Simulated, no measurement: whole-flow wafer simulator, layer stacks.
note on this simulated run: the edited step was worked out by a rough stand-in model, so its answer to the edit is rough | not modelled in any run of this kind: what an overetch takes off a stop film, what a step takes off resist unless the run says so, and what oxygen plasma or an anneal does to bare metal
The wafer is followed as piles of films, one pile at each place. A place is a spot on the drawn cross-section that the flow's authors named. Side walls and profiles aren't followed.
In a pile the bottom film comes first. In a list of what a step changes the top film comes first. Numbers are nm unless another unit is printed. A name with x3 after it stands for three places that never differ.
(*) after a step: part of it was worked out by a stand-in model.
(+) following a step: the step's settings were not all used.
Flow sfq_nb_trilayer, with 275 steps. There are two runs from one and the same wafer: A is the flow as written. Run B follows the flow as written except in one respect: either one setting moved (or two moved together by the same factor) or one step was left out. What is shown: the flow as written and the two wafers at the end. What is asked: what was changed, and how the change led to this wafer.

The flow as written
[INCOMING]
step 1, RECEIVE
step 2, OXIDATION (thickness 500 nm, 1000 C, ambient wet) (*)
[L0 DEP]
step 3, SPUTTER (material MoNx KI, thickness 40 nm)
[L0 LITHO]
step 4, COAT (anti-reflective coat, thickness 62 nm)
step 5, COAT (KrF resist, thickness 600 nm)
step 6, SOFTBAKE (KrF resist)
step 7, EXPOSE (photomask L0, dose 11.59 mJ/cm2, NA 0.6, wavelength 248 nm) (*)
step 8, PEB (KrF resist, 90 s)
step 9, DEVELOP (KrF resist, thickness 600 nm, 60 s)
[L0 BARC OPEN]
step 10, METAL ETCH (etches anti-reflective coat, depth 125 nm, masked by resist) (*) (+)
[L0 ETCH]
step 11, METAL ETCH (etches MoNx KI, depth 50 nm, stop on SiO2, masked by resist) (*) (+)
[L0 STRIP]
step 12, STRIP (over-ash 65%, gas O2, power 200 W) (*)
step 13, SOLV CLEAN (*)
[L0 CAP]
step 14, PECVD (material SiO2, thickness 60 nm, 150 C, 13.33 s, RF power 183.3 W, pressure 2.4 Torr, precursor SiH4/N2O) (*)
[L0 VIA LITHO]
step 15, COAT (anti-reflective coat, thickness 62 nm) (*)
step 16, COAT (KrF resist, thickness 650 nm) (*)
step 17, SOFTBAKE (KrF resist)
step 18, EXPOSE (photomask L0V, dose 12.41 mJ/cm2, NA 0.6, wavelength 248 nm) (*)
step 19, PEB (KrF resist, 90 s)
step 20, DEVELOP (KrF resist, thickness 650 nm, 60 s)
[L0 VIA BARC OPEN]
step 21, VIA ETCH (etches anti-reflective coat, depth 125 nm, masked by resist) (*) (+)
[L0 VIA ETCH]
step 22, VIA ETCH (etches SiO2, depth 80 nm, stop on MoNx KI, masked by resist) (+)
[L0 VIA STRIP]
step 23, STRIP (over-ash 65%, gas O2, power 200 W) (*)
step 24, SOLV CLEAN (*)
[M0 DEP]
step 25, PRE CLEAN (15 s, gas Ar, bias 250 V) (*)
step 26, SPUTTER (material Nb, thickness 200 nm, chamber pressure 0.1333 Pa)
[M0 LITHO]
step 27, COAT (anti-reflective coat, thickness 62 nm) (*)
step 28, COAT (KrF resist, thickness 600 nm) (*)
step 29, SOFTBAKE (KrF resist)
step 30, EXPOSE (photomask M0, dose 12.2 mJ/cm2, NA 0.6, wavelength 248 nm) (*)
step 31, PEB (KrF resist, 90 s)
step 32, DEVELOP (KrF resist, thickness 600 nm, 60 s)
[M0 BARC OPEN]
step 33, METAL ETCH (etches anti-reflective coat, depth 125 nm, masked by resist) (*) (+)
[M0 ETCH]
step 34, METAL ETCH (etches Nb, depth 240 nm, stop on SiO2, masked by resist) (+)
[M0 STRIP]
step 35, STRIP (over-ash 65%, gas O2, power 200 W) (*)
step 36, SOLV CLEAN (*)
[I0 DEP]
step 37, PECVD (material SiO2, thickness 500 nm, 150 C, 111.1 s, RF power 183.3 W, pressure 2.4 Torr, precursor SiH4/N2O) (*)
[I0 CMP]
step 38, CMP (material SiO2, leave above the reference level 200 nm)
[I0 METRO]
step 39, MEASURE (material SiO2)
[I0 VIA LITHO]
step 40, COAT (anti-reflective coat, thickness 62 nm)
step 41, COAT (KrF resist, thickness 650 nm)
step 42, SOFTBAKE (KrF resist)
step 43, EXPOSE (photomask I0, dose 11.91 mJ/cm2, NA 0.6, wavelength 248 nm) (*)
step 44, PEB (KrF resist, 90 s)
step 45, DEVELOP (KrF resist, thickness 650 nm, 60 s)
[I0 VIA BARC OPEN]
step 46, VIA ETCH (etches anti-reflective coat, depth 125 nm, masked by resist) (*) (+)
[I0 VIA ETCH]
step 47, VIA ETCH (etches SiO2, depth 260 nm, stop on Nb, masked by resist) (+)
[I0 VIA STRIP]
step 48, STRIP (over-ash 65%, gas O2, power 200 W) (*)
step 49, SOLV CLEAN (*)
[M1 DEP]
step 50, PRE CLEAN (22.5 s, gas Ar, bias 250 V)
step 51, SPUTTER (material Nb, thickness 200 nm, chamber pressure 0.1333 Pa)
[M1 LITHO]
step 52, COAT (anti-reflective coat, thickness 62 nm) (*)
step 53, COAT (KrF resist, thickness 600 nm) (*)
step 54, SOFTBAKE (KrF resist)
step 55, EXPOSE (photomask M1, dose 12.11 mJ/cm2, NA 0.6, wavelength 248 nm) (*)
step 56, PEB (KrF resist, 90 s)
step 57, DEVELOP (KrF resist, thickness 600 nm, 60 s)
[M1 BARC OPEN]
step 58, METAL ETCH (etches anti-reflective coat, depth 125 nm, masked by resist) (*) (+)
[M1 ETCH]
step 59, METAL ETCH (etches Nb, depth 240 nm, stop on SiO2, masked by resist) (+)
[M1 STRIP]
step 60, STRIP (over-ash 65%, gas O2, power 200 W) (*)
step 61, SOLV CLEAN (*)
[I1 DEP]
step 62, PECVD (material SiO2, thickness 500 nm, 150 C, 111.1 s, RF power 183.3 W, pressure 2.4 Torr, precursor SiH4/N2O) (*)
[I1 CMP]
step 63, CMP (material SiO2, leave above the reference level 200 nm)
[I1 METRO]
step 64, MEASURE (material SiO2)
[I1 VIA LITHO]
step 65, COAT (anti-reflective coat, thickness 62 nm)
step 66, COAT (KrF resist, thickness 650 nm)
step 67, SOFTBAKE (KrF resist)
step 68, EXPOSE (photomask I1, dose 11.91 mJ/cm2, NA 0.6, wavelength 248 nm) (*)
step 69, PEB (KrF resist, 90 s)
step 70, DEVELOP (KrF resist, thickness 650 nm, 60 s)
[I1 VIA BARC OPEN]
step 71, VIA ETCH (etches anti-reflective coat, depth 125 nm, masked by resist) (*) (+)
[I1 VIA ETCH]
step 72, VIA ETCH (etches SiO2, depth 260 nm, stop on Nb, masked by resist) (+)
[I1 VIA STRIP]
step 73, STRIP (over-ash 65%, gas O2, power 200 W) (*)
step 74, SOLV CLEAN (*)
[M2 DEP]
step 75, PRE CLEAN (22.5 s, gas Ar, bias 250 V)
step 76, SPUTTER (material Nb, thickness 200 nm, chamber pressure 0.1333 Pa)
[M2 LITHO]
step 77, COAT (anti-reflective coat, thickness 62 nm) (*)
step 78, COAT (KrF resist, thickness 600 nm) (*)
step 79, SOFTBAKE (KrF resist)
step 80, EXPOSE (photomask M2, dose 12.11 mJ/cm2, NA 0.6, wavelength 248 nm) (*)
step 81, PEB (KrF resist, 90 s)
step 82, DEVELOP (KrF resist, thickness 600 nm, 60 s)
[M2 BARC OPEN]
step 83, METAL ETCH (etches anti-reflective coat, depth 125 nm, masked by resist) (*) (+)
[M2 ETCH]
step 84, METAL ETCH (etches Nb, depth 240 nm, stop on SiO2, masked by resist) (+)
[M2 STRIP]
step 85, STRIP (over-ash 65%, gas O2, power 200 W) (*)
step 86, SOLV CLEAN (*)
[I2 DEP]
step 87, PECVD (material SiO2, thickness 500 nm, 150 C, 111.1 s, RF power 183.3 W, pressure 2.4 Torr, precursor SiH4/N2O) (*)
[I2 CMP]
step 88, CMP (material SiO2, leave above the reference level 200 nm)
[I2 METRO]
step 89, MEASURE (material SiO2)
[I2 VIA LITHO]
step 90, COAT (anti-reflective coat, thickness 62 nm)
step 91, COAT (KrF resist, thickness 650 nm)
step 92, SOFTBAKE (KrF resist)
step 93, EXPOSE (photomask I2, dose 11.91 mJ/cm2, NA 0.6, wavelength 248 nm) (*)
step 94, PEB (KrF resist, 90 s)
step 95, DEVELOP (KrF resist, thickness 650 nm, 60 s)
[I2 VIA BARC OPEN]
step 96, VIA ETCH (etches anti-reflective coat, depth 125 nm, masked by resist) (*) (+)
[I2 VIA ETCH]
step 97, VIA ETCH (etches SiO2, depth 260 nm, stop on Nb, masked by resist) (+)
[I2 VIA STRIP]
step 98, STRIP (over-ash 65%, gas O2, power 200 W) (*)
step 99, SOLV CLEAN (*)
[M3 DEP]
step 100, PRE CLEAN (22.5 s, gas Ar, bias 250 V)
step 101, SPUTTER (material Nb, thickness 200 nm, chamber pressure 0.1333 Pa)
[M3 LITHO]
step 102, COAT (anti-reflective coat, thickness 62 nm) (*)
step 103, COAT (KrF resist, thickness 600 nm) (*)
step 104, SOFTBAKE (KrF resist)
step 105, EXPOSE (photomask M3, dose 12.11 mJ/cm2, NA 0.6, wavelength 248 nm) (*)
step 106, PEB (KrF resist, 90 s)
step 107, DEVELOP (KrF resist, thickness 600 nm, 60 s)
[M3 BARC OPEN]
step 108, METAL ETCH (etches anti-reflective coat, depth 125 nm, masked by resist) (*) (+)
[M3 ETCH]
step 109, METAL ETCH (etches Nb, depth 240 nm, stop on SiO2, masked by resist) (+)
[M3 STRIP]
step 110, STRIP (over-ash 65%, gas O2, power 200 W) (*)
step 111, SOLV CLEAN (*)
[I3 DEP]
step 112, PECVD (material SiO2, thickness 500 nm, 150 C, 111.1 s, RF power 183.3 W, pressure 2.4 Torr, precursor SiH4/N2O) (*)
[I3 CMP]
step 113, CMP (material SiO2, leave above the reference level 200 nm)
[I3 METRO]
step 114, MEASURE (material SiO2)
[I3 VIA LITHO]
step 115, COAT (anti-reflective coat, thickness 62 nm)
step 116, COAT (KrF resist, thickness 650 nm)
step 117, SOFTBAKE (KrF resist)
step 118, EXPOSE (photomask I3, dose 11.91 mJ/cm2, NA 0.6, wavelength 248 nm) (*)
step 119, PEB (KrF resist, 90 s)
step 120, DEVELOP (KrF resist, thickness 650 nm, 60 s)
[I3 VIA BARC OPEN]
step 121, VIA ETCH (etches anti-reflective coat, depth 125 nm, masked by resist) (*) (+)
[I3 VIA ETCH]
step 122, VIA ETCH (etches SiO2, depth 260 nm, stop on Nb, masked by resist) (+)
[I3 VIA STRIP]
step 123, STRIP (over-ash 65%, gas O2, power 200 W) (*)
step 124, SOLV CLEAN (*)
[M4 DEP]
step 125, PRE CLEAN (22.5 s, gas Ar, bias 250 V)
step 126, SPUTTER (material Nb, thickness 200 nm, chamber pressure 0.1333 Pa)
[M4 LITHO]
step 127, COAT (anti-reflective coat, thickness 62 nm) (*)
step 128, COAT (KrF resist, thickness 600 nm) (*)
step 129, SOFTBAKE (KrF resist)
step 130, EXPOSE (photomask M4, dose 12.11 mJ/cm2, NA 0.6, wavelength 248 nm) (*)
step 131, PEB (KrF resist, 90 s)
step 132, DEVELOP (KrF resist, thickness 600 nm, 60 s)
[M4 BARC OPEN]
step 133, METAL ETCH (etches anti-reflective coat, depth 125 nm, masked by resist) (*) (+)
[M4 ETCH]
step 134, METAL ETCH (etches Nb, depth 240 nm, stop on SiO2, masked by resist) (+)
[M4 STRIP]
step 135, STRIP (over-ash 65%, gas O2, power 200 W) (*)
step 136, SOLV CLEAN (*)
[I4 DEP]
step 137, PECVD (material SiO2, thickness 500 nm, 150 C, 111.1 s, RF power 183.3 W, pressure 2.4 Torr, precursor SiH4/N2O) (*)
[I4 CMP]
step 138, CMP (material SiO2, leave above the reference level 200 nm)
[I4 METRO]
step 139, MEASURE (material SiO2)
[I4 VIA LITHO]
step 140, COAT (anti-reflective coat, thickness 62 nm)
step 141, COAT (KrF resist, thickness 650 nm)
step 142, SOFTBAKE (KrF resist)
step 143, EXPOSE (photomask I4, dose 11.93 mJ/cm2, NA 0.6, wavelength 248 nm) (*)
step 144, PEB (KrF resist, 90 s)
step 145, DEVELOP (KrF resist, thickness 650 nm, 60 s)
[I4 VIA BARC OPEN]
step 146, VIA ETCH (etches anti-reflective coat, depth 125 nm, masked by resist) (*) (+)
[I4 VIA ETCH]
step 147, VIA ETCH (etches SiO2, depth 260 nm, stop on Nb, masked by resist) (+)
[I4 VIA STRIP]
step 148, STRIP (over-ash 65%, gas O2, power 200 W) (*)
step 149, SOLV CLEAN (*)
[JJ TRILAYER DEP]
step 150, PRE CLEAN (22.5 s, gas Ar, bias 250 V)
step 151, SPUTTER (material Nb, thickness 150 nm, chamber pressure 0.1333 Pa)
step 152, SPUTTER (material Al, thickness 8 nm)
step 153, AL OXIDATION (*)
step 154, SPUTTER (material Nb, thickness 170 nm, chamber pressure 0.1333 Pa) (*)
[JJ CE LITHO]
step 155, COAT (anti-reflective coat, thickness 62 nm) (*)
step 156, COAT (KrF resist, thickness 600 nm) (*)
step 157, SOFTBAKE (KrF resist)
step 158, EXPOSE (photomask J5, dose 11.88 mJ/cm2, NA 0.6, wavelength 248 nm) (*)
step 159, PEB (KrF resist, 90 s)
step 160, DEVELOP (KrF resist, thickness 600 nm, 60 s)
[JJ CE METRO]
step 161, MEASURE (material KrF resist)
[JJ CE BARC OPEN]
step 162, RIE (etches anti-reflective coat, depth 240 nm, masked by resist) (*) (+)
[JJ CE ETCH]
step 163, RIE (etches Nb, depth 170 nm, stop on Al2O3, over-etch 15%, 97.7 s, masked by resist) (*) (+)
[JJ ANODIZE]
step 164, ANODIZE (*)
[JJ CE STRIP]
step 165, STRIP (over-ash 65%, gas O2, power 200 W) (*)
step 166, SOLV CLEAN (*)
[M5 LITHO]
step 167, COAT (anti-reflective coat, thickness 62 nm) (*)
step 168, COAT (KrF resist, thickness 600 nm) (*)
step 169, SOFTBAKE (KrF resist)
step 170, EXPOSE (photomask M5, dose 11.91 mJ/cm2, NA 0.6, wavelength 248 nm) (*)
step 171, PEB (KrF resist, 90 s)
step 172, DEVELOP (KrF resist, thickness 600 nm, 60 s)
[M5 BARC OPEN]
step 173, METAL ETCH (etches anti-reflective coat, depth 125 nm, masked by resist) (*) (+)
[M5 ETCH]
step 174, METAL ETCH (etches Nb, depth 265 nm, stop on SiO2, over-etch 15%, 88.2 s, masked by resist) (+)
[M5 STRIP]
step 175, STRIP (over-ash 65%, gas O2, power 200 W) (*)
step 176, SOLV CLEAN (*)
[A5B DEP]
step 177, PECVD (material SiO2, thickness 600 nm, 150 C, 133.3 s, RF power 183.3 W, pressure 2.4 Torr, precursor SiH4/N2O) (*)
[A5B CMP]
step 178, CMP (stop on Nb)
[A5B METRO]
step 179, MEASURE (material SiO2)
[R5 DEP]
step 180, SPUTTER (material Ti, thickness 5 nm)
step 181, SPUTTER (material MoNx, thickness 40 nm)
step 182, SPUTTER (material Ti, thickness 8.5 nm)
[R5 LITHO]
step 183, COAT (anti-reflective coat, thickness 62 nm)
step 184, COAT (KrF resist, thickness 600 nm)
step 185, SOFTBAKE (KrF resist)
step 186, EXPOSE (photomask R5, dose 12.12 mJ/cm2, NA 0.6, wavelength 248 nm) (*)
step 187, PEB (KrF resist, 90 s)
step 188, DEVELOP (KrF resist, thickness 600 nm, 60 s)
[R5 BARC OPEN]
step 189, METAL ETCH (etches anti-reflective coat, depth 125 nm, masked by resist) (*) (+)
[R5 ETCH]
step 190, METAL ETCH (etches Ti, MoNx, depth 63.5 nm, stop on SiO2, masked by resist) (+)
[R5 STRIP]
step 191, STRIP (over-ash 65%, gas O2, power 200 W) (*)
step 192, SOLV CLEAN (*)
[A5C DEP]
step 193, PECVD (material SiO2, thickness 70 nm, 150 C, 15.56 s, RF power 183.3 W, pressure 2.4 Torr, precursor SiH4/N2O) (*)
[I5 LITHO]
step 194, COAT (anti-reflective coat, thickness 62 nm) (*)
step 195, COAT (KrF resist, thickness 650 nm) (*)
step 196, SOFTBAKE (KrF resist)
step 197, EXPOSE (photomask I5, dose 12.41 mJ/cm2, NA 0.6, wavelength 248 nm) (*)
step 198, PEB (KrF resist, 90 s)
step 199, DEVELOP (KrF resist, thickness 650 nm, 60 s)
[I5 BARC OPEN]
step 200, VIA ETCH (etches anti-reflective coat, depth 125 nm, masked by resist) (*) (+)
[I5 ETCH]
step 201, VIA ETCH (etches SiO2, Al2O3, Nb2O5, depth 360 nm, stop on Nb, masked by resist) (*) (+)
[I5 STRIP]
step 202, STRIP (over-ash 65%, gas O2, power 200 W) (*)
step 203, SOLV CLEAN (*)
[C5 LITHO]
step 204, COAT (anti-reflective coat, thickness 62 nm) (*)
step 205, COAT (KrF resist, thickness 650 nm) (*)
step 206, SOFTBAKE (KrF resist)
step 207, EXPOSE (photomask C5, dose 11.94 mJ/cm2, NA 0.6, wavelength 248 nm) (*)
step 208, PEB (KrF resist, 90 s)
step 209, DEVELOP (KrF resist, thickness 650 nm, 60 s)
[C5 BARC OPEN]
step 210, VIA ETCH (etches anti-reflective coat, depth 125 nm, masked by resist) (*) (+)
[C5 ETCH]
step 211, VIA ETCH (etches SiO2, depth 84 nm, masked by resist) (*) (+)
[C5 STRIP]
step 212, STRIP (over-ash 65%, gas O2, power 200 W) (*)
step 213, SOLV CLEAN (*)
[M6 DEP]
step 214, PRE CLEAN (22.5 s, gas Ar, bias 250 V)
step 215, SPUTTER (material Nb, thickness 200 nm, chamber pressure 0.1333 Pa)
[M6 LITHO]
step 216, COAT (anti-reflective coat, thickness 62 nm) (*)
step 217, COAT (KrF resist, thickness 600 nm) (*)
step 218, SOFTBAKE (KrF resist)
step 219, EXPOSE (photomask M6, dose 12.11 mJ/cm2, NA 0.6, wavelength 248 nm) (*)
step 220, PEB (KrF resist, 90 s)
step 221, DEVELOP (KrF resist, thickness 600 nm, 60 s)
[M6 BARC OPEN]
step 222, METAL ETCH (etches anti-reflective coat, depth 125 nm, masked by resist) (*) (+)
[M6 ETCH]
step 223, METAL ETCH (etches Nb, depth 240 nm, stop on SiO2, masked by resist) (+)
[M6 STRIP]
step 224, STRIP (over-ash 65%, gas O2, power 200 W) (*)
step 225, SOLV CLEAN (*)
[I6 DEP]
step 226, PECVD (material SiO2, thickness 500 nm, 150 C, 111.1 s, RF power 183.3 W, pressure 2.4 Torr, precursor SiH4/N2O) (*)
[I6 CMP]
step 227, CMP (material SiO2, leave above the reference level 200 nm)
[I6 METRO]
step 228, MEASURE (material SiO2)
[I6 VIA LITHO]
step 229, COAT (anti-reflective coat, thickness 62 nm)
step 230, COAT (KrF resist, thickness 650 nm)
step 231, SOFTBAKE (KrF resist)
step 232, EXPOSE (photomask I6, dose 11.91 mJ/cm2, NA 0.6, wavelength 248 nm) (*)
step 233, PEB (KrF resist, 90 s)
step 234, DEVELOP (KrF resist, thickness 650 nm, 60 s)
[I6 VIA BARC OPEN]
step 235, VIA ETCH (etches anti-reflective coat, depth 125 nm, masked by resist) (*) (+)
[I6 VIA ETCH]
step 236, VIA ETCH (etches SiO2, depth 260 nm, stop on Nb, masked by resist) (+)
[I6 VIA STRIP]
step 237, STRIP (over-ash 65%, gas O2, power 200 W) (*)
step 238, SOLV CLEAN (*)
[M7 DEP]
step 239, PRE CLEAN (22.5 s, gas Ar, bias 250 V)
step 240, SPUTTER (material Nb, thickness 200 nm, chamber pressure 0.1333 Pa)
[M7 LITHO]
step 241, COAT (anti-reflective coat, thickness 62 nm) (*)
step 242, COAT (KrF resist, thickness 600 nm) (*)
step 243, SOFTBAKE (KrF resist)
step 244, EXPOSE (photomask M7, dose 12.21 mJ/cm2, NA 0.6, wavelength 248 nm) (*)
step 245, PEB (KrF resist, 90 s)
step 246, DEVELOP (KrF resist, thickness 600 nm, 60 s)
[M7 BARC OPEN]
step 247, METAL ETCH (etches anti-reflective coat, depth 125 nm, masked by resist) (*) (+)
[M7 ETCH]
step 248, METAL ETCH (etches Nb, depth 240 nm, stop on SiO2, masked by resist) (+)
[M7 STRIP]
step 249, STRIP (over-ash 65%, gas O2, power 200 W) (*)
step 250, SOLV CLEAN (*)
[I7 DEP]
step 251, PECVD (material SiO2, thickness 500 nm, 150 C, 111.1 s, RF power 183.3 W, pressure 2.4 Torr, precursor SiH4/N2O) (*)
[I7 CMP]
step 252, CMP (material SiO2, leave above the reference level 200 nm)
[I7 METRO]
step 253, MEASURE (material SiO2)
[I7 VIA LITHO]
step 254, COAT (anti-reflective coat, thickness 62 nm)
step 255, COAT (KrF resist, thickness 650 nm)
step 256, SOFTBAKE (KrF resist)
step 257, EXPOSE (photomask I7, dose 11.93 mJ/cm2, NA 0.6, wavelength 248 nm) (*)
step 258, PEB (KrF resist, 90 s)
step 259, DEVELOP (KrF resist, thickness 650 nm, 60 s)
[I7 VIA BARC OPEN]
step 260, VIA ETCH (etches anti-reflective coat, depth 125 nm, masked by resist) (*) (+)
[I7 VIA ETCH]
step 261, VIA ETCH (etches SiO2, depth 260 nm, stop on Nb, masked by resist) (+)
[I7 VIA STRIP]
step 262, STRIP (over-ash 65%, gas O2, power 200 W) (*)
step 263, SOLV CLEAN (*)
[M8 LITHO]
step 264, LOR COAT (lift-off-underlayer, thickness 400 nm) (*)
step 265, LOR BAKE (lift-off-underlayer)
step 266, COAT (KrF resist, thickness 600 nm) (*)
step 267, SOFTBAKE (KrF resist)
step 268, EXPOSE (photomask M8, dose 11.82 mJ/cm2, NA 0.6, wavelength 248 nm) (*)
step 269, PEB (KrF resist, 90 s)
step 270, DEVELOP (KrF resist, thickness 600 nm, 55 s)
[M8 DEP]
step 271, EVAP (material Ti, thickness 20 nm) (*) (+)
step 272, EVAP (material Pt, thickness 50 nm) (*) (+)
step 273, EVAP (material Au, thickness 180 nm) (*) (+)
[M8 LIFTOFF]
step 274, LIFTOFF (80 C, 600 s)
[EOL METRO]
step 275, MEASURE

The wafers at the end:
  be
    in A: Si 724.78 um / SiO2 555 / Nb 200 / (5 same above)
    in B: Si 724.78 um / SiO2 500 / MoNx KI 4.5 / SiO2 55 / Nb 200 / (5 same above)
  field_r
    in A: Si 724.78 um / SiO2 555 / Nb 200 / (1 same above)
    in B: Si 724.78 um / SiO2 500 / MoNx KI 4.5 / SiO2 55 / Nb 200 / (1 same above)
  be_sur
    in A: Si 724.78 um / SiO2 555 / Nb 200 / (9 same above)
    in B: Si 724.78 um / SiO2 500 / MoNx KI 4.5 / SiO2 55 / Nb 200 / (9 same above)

What caused this: step 11, METAL ETCH: depth 35.5 nm was run, though the flow has depth 50 nm.

Step by step, how the change led to this:
  step 11, METAL ETCH (etches MoNx KI, depth 50 nm, stop on SiO2, masked by resist) (*) (+)
      v_sur, via_wl, via_w and 97 more: A MoNx KI loses 40 (all of it) | B MoNx KI loses 35.5
      field_l, l0_sur, l0v, l0r_line_l, l0r_line_c, l0r_line_r: A KrF resist loses 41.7 | B KrF resist loses 29.6
  step 12, STRIP (over-ash 65%, gas O2, power 200 W) (*)
      field_l, l0_sur, l0v, l0r_line_l, l0r_line_c, l0r_line_r: A KrF resist loses 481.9 (all of it), anti-reflective coat loses 62 (all of it) | B KrF resist loses 494 (all of it), anti-reflective coat loses 62 (all of it)
  step 14, PECVD (material SiO2, thickness 60 nm, 150 C, 13.33 s, RF power 183.3 W, pressure 2.4 Torr, precursor SiH4/N2O) (*)
      v_sur, via_wl, via_w and 97 more: A SiO2 gains 60 | B SiO2 gains 60 (new film)
  step 15, COAT (anti-reflective coat, thickness 62 nm) (*)
      l0r_space_c: A anti-reflective coat gains 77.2 (new film) | B anti-reflective coat gains 75.6 (new film)
  step 23, STRIP (over-ash 65%, gas O2, power 200 W) (*)
      l0r_space_c: A KrF resist loses 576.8 (all of it), anti-reflective coat loses 77.2 (all of it) | B KrF resist loses 574.8 (all of it), anti-reflective coat loses 75.6 (all of it)
  step 27, COAT (anti-reflective coat, thickness 62 nm) (*)
      l0r_space_c: A anti-reflective coat gains 78 (new film) | B anti-reflective coat gains 76.1 (new film)
  step 35, STRIP (over-ash 65%, gas O2, power 200 W) (*)
      l0r_space_c: A KrF resist loses 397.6 (all of it), anti-reflective coat loses 78 (all of it) | B KrF resist loses 395.9 (all of it), anti-reflective coat loses 76.1 (all of it)
With metal films that touch counted as one body, be has 4 bodies (between them, from the top down: SiO2 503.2; SiO2 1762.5; SiO2 55); the flow as written gives 3 bodies (between them, from the top down: SiO2 503.2; SiO2 1762.5).
With metal films that touch counted as one body, field_r has 2 bodies (between them, from the top down: SiO2 55); the flow as written gives 1 body.
With metal films that touch counted as one body, be_sur has 5 bodies (between them, from the top down: SiO2 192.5; SiO2 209 / Al2O3 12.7 / Nb2O5 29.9; SiO2 1762.5; SiO2 55); the flow as written gives 4 bodies (between them, from the top down: SiO2 192.5; SiO2 209 / Al2O3 12.7 / Nb2O5 29.9; SiO2 1762.5).
